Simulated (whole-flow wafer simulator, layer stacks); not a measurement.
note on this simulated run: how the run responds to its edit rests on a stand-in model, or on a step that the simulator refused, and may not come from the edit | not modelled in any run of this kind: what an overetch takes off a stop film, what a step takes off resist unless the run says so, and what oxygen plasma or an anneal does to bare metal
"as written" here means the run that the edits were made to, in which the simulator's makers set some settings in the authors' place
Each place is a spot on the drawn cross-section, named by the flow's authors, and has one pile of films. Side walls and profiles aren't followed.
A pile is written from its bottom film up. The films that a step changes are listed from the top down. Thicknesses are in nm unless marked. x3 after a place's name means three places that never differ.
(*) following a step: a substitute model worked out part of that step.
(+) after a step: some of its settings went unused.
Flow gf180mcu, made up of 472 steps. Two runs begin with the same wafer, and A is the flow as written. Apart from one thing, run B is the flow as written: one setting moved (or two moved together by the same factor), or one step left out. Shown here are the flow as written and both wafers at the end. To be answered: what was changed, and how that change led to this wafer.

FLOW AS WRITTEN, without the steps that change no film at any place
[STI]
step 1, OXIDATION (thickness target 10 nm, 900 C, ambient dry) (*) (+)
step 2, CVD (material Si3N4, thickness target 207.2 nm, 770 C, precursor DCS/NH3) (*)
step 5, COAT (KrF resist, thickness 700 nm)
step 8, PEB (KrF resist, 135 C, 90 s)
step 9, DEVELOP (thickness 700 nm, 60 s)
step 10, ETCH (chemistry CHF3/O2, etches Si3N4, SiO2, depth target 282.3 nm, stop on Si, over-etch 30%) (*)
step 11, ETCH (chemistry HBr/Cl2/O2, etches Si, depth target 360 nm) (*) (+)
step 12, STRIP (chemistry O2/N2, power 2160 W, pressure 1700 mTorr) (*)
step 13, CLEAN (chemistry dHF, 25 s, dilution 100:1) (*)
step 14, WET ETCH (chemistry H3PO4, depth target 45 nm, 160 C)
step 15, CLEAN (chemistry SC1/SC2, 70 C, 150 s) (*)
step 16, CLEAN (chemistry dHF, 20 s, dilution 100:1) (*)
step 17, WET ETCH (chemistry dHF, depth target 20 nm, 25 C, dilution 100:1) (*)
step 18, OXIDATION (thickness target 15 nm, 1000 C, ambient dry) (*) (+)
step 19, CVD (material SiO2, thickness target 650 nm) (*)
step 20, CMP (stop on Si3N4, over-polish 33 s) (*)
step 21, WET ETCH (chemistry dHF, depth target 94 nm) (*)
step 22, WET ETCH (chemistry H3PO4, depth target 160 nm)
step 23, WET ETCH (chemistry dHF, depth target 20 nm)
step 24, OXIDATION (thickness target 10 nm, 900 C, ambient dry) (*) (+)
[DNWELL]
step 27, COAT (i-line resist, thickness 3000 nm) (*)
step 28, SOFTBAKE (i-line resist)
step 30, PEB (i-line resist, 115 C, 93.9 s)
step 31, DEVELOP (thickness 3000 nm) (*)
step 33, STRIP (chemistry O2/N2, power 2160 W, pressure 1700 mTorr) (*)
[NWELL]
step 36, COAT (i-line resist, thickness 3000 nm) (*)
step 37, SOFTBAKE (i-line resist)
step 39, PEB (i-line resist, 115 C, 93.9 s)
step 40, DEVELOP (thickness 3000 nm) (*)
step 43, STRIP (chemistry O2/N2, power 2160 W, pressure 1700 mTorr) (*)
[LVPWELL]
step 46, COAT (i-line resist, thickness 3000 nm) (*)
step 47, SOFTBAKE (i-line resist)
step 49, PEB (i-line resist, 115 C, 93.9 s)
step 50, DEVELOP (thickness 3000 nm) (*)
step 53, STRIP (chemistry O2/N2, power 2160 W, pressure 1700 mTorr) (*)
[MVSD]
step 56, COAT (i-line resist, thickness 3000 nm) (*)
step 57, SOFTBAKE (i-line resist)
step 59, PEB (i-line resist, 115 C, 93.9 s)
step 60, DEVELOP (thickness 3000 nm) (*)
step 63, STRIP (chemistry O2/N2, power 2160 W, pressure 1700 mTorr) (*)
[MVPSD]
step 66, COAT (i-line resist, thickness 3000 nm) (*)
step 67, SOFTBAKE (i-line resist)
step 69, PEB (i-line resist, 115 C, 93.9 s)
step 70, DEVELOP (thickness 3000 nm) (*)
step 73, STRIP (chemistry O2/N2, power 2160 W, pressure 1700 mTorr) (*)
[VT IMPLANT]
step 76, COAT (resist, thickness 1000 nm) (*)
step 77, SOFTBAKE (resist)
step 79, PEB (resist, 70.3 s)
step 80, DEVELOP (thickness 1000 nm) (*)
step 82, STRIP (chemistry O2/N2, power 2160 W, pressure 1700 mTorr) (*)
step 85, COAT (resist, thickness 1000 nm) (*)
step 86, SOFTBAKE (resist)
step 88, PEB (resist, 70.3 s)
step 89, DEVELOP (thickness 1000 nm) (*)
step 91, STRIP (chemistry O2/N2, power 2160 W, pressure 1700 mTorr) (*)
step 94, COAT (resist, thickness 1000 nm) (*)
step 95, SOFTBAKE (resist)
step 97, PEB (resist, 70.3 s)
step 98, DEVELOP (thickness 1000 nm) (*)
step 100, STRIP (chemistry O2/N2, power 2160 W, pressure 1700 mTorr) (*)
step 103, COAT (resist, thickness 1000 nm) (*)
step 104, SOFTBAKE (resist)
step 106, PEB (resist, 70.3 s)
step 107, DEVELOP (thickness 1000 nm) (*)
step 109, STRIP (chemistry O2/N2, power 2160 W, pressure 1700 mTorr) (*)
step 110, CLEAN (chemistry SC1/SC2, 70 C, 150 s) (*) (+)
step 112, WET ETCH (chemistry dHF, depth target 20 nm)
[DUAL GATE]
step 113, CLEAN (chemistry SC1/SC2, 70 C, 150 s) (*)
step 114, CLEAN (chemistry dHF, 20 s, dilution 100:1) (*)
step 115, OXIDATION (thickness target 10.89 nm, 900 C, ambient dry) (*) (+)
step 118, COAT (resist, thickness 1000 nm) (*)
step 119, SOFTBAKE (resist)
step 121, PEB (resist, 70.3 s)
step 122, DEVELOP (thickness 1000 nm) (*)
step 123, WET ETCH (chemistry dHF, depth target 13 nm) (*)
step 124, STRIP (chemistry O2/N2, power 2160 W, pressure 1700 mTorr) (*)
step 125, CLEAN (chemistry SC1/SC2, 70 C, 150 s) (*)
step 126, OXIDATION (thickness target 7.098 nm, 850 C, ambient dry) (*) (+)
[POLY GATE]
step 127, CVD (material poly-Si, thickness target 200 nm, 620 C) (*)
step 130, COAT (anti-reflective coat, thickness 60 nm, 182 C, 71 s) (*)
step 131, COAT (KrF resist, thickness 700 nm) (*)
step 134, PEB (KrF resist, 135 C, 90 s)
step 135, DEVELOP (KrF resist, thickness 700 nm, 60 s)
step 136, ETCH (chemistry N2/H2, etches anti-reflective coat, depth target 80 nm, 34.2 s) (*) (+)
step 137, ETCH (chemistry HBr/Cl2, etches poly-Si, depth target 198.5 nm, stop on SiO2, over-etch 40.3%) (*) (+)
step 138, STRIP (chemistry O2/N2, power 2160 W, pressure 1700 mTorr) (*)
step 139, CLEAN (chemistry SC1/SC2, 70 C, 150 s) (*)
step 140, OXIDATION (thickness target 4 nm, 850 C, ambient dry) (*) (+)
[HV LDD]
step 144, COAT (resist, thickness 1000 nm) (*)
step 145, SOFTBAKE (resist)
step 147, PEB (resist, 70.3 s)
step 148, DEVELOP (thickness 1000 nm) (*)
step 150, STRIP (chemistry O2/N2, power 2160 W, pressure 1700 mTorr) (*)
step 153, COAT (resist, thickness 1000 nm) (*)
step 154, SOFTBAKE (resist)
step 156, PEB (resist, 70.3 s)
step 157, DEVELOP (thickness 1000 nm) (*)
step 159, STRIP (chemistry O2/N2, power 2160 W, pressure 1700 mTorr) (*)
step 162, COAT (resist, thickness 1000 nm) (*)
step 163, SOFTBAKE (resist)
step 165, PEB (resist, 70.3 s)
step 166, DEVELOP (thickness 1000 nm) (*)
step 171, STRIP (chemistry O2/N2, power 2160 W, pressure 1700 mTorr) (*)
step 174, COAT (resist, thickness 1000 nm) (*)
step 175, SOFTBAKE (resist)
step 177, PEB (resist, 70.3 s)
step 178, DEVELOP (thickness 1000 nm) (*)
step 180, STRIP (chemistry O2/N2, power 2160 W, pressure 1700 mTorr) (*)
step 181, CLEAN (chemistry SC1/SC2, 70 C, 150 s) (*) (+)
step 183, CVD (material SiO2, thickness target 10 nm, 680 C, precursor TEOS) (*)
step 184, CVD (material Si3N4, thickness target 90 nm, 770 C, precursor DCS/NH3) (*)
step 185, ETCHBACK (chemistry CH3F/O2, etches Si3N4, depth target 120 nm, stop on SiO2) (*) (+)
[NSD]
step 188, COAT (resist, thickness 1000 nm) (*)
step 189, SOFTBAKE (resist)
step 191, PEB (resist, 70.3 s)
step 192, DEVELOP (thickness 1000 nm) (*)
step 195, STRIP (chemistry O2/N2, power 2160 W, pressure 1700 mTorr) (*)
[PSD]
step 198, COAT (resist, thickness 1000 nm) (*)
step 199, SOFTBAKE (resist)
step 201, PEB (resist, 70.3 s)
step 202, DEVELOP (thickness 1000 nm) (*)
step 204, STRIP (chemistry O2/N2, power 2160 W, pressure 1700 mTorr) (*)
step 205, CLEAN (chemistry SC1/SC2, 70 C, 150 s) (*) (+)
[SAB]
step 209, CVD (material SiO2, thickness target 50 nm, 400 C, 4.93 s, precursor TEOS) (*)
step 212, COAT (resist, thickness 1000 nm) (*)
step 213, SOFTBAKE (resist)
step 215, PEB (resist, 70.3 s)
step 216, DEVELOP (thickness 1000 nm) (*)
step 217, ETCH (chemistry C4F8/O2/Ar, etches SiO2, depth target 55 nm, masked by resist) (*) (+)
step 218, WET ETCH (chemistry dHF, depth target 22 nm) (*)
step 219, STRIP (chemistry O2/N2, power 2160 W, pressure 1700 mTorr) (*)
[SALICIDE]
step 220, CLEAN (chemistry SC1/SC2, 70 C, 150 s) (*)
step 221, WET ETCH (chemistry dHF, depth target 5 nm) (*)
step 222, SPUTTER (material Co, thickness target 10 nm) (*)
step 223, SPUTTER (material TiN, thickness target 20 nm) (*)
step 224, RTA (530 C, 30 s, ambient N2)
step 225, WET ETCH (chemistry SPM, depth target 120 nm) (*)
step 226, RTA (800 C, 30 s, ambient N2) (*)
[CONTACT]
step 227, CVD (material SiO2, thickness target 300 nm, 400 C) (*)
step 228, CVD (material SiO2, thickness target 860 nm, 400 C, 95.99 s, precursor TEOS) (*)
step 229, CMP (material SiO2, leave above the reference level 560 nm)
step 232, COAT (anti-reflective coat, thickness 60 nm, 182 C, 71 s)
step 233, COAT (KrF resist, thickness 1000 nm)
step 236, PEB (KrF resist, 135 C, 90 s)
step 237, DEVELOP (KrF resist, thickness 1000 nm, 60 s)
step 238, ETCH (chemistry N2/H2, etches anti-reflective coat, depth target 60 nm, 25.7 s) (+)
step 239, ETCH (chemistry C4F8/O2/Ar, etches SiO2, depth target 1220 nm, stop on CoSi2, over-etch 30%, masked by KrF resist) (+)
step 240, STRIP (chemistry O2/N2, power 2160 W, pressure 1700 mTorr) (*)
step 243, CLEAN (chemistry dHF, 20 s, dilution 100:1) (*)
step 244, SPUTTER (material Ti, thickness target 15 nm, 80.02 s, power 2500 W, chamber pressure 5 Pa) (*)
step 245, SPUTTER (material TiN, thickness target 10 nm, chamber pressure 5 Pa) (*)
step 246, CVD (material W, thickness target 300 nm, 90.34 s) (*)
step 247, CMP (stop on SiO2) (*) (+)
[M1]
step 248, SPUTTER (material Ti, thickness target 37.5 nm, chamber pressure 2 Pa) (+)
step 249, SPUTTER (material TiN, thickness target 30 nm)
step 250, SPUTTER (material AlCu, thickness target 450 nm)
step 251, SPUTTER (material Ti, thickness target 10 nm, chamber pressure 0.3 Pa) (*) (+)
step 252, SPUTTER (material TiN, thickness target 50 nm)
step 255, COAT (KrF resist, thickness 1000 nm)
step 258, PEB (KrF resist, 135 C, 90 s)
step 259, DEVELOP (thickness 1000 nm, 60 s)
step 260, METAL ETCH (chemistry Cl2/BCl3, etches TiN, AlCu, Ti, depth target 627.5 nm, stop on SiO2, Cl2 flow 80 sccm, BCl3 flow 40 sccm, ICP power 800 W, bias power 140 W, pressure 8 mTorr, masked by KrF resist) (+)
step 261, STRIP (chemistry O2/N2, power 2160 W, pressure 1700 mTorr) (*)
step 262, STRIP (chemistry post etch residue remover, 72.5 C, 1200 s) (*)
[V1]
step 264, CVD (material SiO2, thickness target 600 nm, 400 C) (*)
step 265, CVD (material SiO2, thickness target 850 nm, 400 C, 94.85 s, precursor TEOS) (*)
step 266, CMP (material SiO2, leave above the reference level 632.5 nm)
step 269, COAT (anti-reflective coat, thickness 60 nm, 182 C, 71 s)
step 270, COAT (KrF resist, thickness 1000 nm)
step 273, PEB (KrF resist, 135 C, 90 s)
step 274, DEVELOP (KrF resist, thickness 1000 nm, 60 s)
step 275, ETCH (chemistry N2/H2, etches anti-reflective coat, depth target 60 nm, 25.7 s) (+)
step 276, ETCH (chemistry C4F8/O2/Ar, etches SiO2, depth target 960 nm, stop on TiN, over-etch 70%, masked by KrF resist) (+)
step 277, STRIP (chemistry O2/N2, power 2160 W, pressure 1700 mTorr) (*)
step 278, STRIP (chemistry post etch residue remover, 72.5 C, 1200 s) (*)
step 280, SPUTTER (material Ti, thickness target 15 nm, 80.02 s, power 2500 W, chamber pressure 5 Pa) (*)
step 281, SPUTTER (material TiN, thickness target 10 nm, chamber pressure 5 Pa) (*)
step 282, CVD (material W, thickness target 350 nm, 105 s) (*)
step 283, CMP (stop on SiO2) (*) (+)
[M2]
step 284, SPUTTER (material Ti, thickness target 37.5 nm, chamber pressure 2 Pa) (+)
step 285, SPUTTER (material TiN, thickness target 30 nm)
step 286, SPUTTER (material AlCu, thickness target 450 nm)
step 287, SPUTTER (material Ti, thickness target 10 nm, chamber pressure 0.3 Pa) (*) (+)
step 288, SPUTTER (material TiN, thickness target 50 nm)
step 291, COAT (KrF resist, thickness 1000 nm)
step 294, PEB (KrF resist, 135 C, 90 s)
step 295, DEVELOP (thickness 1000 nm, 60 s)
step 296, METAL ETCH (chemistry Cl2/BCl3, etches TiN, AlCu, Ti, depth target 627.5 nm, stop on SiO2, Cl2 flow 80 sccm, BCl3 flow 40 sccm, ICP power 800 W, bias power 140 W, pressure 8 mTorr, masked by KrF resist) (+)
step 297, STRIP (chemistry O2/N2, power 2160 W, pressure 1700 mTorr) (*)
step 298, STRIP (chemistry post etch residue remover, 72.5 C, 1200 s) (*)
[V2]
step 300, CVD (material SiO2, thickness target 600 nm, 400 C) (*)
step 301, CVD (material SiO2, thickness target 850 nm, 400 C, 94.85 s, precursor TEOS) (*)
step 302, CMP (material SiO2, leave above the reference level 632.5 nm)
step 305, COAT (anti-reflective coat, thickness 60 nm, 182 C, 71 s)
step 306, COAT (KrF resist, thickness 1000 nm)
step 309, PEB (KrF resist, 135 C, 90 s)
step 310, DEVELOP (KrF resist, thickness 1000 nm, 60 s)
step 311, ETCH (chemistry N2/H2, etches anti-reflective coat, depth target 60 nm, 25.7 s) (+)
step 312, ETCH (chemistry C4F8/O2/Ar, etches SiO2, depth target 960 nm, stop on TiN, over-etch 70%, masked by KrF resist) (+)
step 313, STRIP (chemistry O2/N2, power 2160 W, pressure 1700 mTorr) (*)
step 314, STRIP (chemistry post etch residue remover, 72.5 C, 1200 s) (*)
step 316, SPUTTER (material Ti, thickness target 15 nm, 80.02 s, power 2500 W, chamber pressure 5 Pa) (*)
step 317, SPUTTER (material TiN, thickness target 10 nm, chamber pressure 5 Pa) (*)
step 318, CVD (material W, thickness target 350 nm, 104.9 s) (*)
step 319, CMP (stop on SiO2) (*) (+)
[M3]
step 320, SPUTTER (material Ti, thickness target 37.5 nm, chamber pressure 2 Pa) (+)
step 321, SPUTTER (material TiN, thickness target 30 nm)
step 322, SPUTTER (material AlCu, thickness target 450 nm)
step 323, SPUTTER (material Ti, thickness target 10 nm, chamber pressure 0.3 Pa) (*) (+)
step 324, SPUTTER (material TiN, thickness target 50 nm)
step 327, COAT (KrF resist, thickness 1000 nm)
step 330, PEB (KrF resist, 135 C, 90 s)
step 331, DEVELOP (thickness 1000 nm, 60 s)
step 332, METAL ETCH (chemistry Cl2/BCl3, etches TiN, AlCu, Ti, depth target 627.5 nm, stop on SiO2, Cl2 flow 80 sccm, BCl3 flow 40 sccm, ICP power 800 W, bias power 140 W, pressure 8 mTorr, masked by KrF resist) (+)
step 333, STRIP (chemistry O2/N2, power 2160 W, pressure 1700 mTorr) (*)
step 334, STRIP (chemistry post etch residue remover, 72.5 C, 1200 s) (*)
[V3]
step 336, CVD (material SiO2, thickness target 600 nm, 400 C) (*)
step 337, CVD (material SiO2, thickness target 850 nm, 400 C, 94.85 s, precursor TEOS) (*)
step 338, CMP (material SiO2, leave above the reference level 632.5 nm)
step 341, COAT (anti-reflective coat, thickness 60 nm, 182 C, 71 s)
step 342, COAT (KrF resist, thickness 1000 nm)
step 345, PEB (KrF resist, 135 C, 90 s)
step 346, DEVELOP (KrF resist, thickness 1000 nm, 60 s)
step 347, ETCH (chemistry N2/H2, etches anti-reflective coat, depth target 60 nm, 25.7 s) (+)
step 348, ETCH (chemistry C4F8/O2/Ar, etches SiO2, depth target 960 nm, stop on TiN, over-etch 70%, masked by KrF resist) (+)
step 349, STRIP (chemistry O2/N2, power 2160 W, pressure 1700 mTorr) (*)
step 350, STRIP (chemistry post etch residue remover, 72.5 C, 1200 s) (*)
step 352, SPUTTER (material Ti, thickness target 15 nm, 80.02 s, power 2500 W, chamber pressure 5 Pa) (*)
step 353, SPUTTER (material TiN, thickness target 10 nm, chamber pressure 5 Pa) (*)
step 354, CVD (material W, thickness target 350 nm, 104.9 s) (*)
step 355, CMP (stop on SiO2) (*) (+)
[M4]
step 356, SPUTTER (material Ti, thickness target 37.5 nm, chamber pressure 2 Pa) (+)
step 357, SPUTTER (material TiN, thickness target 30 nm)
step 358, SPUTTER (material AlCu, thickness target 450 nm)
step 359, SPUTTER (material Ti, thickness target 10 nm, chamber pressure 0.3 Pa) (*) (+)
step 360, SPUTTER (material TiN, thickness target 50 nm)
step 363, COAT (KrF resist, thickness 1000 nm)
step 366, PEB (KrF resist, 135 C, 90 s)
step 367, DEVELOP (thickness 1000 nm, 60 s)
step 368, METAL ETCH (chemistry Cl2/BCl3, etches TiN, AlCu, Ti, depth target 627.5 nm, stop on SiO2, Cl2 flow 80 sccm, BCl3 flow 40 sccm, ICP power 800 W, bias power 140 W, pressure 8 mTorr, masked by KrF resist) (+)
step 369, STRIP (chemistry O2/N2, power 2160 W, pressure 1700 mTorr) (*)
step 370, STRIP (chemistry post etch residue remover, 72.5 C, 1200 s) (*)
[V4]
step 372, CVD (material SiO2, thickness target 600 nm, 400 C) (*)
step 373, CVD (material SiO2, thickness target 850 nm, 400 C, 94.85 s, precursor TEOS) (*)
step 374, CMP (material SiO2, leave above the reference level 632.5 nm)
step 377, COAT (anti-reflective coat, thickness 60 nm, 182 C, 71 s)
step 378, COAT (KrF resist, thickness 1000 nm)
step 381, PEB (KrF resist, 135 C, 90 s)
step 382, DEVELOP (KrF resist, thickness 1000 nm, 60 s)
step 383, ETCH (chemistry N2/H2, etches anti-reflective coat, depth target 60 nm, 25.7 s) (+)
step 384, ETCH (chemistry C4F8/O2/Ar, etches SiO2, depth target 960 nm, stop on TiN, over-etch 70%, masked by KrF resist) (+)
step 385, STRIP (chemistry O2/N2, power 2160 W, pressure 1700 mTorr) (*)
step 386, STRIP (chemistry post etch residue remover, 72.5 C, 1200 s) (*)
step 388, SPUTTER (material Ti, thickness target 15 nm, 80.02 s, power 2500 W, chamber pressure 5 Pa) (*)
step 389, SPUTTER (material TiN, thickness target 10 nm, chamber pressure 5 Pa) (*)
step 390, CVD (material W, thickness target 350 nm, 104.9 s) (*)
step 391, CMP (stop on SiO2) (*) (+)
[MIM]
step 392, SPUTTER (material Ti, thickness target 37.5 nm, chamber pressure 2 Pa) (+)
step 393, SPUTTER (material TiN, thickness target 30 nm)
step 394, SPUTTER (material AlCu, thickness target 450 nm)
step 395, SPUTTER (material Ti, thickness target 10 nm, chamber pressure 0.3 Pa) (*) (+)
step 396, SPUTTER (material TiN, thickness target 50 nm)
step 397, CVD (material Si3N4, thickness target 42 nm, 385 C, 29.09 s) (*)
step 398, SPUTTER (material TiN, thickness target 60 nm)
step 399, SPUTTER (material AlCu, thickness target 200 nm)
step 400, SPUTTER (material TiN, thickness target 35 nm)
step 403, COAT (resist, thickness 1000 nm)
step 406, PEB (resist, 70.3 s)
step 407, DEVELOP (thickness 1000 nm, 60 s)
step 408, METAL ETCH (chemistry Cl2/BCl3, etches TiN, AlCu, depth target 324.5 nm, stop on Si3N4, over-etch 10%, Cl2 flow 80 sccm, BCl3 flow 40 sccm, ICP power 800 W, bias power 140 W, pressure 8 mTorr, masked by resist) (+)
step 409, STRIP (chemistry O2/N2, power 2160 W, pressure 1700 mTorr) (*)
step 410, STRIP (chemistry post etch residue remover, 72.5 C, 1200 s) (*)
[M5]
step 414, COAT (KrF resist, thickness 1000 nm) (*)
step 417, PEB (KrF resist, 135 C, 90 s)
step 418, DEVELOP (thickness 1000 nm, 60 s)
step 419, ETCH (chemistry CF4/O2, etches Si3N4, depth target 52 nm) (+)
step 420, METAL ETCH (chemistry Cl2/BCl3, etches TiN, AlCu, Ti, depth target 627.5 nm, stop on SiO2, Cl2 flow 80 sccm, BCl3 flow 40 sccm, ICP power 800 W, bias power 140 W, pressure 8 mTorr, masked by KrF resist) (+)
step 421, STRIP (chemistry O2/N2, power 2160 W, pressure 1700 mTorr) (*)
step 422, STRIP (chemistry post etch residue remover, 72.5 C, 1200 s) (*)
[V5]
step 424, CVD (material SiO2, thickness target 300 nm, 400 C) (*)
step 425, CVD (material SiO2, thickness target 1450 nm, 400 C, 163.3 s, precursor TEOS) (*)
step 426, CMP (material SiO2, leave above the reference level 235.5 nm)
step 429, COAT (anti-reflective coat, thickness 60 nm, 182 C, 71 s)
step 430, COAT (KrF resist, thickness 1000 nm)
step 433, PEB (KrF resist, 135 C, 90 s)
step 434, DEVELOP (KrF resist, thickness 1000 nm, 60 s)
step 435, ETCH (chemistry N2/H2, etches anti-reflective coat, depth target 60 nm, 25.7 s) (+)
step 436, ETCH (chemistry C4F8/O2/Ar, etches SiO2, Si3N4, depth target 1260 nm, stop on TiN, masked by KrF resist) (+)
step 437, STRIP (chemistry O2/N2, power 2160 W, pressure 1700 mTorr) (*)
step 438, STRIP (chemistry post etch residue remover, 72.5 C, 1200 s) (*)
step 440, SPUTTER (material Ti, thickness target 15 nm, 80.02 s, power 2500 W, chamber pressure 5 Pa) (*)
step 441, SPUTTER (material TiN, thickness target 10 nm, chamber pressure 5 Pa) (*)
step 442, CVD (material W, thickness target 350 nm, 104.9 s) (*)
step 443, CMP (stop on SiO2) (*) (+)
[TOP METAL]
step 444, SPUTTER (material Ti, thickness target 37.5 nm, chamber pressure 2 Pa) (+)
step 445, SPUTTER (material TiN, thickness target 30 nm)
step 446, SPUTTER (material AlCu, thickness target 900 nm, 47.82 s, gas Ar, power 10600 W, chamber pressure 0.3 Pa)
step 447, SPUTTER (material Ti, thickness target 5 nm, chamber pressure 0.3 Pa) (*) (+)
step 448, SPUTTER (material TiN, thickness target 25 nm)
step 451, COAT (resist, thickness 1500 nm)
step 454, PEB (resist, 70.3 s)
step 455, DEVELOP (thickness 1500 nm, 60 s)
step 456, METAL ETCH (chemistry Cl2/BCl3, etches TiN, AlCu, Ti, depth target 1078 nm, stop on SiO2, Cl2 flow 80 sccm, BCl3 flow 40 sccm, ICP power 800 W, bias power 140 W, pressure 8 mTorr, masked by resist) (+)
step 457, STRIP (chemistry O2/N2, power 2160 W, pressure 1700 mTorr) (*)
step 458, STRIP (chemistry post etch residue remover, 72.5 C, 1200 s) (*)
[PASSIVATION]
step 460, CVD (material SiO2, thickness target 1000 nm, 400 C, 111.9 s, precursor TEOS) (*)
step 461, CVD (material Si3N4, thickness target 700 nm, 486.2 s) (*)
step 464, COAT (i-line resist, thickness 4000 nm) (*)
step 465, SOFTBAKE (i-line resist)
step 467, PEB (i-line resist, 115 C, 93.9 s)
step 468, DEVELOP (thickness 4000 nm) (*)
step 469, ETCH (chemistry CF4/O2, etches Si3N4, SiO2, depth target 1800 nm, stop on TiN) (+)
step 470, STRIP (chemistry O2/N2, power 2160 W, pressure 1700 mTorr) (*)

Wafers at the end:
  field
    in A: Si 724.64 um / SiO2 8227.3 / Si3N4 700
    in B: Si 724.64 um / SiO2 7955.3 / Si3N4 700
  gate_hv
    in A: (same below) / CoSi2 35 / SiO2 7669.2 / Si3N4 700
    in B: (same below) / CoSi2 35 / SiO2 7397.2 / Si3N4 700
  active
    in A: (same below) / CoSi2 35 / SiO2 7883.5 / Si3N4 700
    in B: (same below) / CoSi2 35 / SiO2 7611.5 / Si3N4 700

The reason: step 338, CMP: leave above the reference level 360.5 nm was run, though the flow has leave above the reference level 632.5 nm.

The path from the change to this, step by step:
  step 338, CMP (material SiO2, leave above the reference level 632.5 nm)
      field, field__w1, field__w2 and 103 more: A SiO2 loses 300 | B SiO2 loses 572
      field__w8, contact, m1, m1__w1, m1_nw: A SiO2 loses 877.1 | B SiO2 loses 1149.1
  step 348, ETCH (chemistry C4F8/O2/Ar, etches SiO2, depth target 960 nm, stop on TiN, over-etch 70%, masked by KrF resist) (+)
      field, field__w1, field__w2 and 107 more: A KrF resist loses 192 | B KrF resist loses 102.2
      contact: A SiO2 loses 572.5 (all of it) | B SiO2 loses 300.5 (all of it)
  step 349, STRIP (chemistry O2/N2, power 2160 W, pressure 1700 mTorr) (*)
      field, field__w1, field__w2 and 107 more: A KrF resist loses 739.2 (all of it), anti-reflective coat loses 60 (all of it) | B KrF resist loses 829 (all of it), anti-reflective coat loses 60 (all of it)
  step 352, SPUTTER (material Ti, thickness target 15 nm, 80.02 s, power 2500 W, chamber pressure 5 Pa) (*)
      contact: A Ti gains 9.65 (new film) | B Ti gains 11.4 (new film)
  step 353, SPUTTER (material TiN, thickness target 10 nm, chamber pressure 5 Pa) (*)
      contact: A TiN gains 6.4 (new film) | B TiN gains 7.58 (new film)
  step 354, CVD (material W, thickness target 350 nm, 104.9 s) (*)
      contact: A W gains 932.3 (new film) | B W gains 657.3 (new film)
